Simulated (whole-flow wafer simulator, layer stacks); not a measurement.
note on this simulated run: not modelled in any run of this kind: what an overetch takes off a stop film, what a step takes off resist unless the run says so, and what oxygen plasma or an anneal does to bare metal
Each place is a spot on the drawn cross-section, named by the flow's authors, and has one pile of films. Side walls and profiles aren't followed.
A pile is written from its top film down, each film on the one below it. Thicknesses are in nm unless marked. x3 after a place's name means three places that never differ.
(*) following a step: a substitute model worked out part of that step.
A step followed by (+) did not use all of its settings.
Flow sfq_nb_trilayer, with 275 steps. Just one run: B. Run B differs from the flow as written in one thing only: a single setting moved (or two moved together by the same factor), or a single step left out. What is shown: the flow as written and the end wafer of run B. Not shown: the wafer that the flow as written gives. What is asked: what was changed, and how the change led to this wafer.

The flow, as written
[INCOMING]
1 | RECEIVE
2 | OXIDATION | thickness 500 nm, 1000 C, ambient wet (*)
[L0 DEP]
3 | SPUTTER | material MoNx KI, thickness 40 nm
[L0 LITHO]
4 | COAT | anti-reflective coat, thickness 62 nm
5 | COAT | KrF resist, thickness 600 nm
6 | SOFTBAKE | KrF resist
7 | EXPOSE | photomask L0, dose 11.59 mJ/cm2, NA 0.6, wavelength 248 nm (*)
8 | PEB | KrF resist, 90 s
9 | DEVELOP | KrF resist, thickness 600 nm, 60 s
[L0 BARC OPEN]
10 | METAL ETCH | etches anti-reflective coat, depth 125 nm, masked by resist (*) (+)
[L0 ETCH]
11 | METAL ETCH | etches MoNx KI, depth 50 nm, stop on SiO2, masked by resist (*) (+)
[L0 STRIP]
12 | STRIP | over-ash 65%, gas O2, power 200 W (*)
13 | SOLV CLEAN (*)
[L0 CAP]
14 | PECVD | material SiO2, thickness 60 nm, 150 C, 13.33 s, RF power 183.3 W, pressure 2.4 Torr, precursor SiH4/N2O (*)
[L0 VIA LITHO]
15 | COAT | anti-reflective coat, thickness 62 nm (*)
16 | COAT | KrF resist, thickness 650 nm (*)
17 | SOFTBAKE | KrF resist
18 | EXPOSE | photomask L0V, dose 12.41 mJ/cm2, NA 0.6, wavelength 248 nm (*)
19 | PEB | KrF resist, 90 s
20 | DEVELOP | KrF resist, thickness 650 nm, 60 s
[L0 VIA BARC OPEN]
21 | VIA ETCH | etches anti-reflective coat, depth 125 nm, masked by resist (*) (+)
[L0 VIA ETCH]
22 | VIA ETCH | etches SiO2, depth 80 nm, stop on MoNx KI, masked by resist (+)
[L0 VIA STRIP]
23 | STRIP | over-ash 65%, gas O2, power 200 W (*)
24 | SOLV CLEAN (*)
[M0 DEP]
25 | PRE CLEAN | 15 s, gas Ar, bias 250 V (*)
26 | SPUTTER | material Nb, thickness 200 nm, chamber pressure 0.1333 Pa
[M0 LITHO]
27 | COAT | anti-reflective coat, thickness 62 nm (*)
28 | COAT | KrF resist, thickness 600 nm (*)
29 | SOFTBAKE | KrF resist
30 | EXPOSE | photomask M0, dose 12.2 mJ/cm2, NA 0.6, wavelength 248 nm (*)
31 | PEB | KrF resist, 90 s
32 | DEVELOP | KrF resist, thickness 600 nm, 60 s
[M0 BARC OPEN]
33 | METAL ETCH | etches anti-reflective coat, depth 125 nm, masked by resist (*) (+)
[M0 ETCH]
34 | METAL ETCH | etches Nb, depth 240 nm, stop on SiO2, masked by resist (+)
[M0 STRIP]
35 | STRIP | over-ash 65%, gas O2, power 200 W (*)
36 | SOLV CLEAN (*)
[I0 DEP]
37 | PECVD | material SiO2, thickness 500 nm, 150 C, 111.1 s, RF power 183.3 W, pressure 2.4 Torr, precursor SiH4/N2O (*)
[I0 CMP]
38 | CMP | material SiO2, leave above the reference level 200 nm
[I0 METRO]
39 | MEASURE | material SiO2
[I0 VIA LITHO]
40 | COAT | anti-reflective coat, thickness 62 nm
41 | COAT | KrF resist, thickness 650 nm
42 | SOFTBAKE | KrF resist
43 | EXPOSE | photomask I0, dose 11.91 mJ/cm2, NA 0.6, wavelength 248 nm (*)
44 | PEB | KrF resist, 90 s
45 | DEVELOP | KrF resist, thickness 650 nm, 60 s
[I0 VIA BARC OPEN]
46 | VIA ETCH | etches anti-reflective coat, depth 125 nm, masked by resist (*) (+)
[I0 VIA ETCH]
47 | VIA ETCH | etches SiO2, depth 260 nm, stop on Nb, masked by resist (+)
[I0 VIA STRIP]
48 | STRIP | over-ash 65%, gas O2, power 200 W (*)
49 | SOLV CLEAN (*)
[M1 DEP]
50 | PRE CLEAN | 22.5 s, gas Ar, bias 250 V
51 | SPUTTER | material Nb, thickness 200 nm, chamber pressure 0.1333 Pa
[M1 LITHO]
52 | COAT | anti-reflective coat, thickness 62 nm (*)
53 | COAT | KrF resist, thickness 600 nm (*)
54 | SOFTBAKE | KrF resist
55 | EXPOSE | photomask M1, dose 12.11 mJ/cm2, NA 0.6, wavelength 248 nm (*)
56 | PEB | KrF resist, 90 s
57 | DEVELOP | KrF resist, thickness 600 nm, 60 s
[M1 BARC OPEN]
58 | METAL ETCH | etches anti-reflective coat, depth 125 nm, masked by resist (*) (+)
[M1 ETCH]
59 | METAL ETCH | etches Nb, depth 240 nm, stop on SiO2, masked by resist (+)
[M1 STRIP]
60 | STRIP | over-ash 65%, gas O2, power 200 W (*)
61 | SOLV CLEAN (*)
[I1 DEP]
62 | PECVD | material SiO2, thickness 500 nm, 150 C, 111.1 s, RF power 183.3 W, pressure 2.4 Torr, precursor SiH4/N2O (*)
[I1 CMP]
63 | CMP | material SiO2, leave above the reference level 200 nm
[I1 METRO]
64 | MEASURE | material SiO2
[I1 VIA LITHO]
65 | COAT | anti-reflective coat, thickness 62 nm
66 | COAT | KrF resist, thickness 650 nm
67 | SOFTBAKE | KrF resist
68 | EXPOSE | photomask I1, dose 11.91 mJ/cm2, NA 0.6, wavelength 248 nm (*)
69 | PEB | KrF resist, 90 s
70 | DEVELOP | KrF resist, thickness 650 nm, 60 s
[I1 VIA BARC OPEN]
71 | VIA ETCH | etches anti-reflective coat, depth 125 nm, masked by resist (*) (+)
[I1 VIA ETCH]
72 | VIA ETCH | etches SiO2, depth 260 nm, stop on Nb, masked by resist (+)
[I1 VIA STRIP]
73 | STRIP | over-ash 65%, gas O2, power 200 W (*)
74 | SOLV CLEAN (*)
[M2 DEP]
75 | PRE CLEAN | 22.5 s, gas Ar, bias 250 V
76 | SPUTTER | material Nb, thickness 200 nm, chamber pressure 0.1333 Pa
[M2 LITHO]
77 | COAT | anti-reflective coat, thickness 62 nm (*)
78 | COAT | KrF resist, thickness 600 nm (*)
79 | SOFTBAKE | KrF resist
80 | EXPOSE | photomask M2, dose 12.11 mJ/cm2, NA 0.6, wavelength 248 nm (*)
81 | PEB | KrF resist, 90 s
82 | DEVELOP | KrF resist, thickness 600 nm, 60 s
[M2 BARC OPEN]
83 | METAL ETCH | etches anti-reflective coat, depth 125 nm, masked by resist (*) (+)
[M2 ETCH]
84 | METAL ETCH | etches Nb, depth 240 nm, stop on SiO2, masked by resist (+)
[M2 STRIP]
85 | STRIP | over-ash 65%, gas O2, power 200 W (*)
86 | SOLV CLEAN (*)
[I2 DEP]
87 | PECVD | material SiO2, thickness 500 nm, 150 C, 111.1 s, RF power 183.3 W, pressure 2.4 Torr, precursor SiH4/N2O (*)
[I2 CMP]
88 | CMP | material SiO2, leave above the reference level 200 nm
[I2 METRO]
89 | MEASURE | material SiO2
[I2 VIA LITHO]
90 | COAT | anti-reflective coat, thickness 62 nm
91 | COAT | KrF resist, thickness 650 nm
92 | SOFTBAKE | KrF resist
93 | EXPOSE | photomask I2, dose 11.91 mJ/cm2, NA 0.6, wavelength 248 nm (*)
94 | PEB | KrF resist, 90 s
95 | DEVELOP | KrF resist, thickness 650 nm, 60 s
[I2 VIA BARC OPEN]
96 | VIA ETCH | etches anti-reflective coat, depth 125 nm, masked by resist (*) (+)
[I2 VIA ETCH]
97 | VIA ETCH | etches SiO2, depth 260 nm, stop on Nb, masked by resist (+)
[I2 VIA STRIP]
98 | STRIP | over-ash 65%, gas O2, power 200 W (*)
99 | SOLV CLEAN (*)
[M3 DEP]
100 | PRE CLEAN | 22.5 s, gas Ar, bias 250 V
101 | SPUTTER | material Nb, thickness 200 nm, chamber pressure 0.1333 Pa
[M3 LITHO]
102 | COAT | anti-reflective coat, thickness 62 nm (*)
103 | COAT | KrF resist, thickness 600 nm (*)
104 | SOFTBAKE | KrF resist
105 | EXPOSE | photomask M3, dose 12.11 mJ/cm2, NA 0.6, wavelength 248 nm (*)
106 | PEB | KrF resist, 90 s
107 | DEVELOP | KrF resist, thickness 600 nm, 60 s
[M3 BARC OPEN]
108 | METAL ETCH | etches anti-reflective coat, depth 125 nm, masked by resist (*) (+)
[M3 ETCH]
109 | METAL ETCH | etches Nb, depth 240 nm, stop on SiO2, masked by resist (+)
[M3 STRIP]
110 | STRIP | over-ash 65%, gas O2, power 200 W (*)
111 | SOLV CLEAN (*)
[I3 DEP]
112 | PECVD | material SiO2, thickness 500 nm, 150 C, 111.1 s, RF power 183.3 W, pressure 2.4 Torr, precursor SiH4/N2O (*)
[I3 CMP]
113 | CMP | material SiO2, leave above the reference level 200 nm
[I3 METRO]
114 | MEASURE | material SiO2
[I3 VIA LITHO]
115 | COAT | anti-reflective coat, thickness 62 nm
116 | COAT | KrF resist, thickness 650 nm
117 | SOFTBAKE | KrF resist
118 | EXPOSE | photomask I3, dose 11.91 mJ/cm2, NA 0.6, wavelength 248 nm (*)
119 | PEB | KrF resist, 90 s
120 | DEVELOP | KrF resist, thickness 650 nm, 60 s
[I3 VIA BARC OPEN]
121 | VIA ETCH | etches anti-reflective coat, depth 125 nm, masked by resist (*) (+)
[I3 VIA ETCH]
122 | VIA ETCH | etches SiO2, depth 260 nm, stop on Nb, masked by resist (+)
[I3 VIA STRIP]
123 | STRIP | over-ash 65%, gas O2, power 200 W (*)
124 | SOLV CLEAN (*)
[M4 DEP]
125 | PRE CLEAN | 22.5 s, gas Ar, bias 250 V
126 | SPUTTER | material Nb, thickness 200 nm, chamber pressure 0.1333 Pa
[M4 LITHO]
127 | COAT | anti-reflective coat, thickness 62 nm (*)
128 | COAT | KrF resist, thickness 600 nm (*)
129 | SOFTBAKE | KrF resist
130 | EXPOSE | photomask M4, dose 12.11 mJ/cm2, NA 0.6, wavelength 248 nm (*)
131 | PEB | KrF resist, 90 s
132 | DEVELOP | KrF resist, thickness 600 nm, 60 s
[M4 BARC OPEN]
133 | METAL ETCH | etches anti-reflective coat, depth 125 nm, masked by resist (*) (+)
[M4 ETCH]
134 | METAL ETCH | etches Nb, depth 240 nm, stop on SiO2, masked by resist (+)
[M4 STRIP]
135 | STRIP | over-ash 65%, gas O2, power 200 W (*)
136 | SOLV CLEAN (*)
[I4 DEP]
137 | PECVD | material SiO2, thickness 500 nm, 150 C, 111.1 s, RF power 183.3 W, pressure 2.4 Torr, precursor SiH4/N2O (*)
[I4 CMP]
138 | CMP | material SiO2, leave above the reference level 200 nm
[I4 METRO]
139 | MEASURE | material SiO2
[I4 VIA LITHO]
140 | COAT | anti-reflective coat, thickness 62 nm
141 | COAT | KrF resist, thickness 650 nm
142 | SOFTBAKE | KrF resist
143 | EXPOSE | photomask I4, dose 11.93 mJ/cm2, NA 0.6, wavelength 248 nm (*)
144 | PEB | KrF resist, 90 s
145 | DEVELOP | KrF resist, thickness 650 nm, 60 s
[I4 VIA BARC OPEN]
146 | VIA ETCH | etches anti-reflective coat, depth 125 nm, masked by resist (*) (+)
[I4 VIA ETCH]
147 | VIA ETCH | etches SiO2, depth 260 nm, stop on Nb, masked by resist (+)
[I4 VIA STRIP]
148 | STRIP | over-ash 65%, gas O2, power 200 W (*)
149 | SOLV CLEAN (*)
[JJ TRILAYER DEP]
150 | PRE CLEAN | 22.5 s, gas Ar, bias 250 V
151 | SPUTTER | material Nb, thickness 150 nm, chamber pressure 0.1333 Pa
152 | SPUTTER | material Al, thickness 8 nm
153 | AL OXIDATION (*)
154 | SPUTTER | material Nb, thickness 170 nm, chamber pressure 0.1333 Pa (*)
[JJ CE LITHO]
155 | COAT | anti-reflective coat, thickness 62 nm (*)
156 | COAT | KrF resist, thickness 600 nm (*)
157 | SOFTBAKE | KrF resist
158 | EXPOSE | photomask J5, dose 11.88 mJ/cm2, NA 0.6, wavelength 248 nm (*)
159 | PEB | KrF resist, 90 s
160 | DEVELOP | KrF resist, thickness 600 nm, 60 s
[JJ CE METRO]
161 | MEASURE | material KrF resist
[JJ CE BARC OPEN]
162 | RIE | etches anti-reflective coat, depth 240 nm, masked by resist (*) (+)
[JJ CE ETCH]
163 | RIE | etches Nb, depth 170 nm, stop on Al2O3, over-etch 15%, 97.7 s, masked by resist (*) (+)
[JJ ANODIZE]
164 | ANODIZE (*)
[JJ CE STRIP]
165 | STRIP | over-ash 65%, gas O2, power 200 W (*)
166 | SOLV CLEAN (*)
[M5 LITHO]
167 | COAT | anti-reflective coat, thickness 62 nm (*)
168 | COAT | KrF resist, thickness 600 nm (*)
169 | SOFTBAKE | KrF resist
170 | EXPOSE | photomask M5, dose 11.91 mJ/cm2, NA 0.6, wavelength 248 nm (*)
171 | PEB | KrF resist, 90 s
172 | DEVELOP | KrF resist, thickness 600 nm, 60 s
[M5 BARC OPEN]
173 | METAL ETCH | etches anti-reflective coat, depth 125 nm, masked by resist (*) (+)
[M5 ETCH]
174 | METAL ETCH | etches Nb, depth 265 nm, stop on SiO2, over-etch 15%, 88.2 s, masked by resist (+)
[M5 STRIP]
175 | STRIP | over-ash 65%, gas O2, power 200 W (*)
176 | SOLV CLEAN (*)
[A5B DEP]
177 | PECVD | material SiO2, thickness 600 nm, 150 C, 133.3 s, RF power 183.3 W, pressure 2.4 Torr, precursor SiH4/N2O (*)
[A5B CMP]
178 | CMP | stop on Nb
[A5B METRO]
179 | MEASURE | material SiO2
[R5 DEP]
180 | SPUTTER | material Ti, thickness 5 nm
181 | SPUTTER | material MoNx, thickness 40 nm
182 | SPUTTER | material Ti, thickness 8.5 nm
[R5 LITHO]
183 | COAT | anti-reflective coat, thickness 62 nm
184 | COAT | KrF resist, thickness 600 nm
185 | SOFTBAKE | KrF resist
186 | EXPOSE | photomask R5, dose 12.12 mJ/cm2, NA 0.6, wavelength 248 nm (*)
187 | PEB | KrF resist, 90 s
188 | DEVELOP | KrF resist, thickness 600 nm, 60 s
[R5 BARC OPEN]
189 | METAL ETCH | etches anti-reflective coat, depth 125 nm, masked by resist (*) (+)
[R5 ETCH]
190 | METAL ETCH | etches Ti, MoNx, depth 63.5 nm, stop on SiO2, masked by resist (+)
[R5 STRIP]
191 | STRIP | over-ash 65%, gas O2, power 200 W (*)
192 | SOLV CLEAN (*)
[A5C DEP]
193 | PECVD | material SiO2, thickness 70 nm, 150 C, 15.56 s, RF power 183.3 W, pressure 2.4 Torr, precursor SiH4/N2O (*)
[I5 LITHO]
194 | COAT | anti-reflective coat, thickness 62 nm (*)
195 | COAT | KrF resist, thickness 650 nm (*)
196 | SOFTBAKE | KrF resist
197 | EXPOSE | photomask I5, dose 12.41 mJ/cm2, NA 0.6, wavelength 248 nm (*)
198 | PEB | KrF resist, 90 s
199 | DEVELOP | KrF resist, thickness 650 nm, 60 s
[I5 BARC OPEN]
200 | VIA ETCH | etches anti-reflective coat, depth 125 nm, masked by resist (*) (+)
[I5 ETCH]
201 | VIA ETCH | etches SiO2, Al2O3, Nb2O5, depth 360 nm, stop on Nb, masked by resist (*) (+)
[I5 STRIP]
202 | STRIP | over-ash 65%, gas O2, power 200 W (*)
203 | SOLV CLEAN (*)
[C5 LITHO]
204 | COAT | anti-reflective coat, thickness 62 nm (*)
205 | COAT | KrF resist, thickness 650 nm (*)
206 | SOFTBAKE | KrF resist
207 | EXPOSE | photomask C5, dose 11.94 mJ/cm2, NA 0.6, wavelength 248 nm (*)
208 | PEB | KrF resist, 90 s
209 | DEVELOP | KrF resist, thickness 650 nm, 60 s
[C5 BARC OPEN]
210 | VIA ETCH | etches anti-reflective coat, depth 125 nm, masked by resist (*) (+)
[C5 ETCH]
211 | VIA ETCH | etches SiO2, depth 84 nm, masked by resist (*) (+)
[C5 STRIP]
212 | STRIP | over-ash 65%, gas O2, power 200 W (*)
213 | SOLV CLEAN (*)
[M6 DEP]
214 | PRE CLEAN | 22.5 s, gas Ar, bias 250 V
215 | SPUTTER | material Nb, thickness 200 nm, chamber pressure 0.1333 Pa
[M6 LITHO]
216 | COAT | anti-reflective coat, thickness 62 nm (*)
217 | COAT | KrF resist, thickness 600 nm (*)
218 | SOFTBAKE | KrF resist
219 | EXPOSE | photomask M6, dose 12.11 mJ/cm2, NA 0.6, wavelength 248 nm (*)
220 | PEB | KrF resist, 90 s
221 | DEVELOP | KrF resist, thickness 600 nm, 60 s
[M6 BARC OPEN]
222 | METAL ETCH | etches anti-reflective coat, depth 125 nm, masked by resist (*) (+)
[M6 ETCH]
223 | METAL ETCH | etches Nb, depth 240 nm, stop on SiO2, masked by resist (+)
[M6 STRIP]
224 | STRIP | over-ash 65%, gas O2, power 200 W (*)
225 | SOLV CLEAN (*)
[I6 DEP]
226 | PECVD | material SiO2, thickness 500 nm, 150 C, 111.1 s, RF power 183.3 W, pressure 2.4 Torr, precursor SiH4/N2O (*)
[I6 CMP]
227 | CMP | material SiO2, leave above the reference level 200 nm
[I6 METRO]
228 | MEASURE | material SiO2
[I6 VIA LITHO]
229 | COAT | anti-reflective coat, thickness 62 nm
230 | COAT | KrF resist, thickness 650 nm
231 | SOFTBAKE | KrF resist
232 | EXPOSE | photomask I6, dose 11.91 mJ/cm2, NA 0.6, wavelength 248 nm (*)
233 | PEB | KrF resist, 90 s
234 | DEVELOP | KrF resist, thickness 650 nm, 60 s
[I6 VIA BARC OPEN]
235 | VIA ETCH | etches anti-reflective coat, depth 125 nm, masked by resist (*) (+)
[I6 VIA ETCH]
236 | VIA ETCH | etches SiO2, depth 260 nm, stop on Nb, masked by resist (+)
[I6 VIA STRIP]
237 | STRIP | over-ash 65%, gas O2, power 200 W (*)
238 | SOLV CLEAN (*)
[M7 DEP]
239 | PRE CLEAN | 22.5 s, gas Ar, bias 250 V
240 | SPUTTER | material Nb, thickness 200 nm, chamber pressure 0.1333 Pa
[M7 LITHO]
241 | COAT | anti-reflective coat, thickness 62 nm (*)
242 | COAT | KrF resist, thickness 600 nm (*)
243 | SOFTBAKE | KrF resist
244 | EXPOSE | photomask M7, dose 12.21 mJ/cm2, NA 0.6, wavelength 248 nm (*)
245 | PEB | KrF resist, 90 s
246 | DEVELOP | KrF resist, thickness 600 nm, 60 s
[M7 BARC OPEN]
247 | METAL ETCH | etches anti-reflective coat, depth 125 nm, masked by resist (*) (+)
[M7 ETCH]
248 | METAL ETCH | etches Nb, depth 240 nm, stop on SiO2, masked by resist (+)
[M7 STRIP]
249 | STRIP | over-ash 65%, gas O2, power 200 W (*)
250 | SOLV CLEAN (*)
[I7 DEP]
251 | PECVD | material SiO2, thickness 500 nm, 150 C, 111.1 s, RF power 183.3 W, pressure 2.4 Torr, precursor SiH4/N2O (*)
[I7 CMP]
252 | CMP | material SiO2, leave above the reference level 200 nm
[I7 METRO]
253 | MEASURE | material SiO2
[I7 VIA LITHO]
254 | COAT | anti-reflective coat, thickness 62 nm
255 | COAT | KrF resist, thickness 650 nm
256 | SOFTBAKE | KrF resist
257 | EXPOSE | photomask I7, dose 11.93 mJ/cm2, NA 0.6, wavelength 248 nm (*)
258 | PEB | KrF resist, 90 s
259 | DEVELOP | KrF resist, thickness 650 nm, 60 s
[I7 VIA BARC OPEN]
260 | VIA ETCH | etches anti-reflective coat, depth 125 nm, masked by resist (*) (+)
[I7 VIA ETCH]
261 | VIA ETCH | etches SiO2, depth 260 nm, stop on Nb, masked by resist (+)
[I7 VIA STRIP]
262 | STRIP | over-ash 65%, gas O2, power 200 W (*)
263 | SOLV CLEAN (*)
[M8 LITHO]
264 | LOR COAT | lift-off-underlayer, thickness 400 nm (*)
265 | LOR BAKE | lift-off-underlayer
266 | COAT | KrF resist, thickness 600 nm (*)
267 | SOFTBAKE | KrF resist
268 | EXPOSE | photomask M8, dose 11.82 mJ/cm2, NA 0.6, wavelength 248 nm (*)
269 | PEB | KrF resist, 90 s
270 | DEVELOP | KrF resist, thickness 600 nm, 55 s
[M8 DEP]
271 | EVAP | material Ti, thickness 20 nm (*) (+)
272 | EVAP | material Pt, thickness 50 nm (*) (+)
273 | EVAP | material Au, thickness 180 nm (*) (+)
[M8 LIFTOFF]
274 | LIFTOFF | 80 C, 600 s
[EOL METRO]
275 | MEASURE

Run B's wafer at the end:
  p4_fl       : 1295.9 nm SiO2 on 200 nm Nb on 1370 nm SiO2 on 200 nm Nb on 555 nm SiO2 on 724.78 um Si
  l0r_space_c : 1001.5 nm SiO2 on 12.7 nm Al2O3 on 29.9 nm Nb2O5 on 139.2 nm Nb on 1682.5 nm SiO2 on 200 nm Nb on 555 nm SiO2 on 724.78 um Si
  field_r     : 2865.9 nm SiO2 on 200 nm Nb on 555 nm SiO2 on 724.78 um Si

What caused this: step 138, CMP: leave above the reference level 120 nm was run, whereas the flow has leave above the reference level 200 nm.

How this came from the change, step by step:
  138 | CMP | material SiO2, leave above the reference level 200 nm
      field_l, be, be_sur and 55 more: -180 SiO2 (it would be, as written: -100 SiO2)
      v_sur, via_wl, via_w and 35 more: -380 SiO2 (it would be, as written: -300 SiO2)
      (and at 10 other places as well)
  147 | VIA ETCH | etches SiO2, depth 260 nm, stop on Nb, masked by resist (+)
      field_l, v_sur, via_sp and 100 more: -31 KrF resist (it would be, as written: -44.8 KrF resist)
      via_wl, via_w, via_wr: -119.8 SiO2 (all of it) (it would be, as written: -199.8 SiO2 (all of it))
  148 | STRIP | over-ash 65%, gas O2, power 200 W (*)
      field_l, v_sur, via_sp and 100 more: -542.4 KrF resist (all of it), -62 anti-reflective coat (all of it) (it would be, as written: -528.6 KrF resist (all of it), -62 anti-reflective coat (all of it))
  151 | SPUTTER | material Nb, thickness 150 nm, chamber pressure 0.1333 Pa
      via_wl, via_w, via_wr: +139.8 Nb (it would be, as written: +130.4 Nb)
  152 | SPUTTER | material Al, thickness 8 nm
      via_wl, via_wr: +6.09 Al (new film) (it would be, as written: +5.14 Al (new film))
      via_w: +7.81 Al (new film) (it would be, as written: +7.12 Al (new film))
  154 | SPUTTER | material Nb, thickness 170 nm, chamber pressure 0.1333 Pa (*)
      via_wl, via_wr: +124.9 Nb (new film) (it would be, as written: +140.7 Nb (new film))
      via_w: +166.4 Nb (new film) (it would be, as written: +141 Nb (new film))
  155 | COAT | anti-reflective coat, thickness 62 nm (*)
      via_wl, via_wr: +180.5 anti-reflective coat (new film) (it would be, as written: +209.4 anti-reflective coat (new film))
      v_sur: +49 anti-reflective coat (new film) (it would be, as written: +45.1 anti-reflective coat (new film))
      (and at 2 other places as well)
  156 | COAT | KrF resist, thickness 600 nm (*)
      via_wl: +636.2 KrF resist (new film) (it would be, as written: +663 KrF resist (new film))
      via_w: +678.9 KrF resist (new film) (it would be, as written: +763.8 KrF resist (new film))
      (and at 1 other place as well)
  160 | DEVELOP | KrF resist, thickness 600 nm, 60 s
      via_wl: -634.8 KrF resist (all of it) (it would be, as written: -661.6 KrF resist (all of it))
      via_w: -677.4 KrF resist (all of it) (it would be, as written: -762.1 KrF resist (all of it))
      (and at 1 other place as well)
  162 | RIE | etches anti-reflective coat, depth 240 nm, masked by resist (*) (+)
      ce_l, c5j, ce_r, wl_jj: -180.5 KrF resist (it would be, as written: -209.4 KrF resist)
      via_wl, via_wr: -180.5 anti-reflective coat (all of it) (it would be, as written: -209.4 anti-reflective coat (all of it))
      (and at 3 other places as well)
  163 | RIE | etches Nb, depth 170 nm, stop on Al2O3, over-etch 15%, 97.7 s, masked by resist (*) (+)
      via_w: -166.4 Nb (all of it), -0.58 Al2O3 (it would be, as written: -141 Nb (all of it), -0.96 Al2O3 (all of it))
      via_wl, via_wr: -124.9 Nb (all of it), -0.96 Al2O3 (all of it) (it would be, as written: -140.7 Nb (all of it), -0.96 Al2O3 (all of it))
  164 | ANODIZE (*)
      via_w: +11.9 Al2O3, +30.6 Nb2O5 (new film), -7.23 Al (all of it), -11 Nb (it would be, as written: +10.8 Al2O3 (new film), +33.3 Nb2O5 (new film), -6.54 Al (all of it), -12 Nb)
      via_wl, via_wr: +9.09 Al2O3 (new film), +36.4 Nb2O5 (new film), -5.51 Al (all of it), -13.1 Nb (it would be, as written: +7.52 Al2O3 (new film), +39.2 Nb2O5 (new film), -4.56 Al (all of it), -14.1 Nb)
  165 | STRIP | over-ash 65%, gas O2, power 200 W (*)
      c5j, ce_r: -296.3 KrF resist (all of it), -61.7 anti-reflective coat (all of it) (it would be, as written: -266.9 KrF resist (all of it), -61.5 anti-reflective coat (all of it))
      ce_l: -296.2 KrF resist (all of it), -61.7 anti-reflective coat (all of it) (it would be, as written: -266.8 KrF resist (all of it), -61.4 anti-reflective coat (all of it))
      (and at 1 other place as well)
  167 | COAT | anti-reflective coat, thickness 62 nm (*)
      via_wl: +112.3 anti-reflective coat (new film) (it would be, as written: +170.5 anti-reflective coat (new film))
      via_w: +74.4 anti-reflective coat (new film) (it would be, as written: +84.1 anti-reflective coat (new film))
      (and at 2 other places as well)
  168 | COAT | KrF resist, thickness 600 nm (*)
      v_sur: +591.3 KrF resist (new film) (it would be, as written: +577.9 KrF resist (new film))
      via_w: +677.4 KrF resist (new film) (it would be, as written: +732.6 KrF resist (new film))
  175 | STRIP | over-ash 65%, gas O2, power 200 W (*)
      v_sur: -362.5 KrF resist (all of it), -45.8 anti-reflective coat (all of it) (it would be, as written: -349.2 KrF resist (all of it), -44.9 anti-reflective coat (all of it))
      via_wl: -416 KrF resist (all of it), -112.3 anti-reflective coat (all of it) (it would be, as written: -427 KrF resist (all of it), -170.5 anti-reflective coat (all of it))
      (and at 3 other places as well)
  178 | CMP | stop on Nb
      via_wl, via_wr: -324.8 SiO2 (it would be, as written: -235.7 SiO2)
      via_w: -324.4 SiO2 (it would be, as written: -235.2 SiO2)
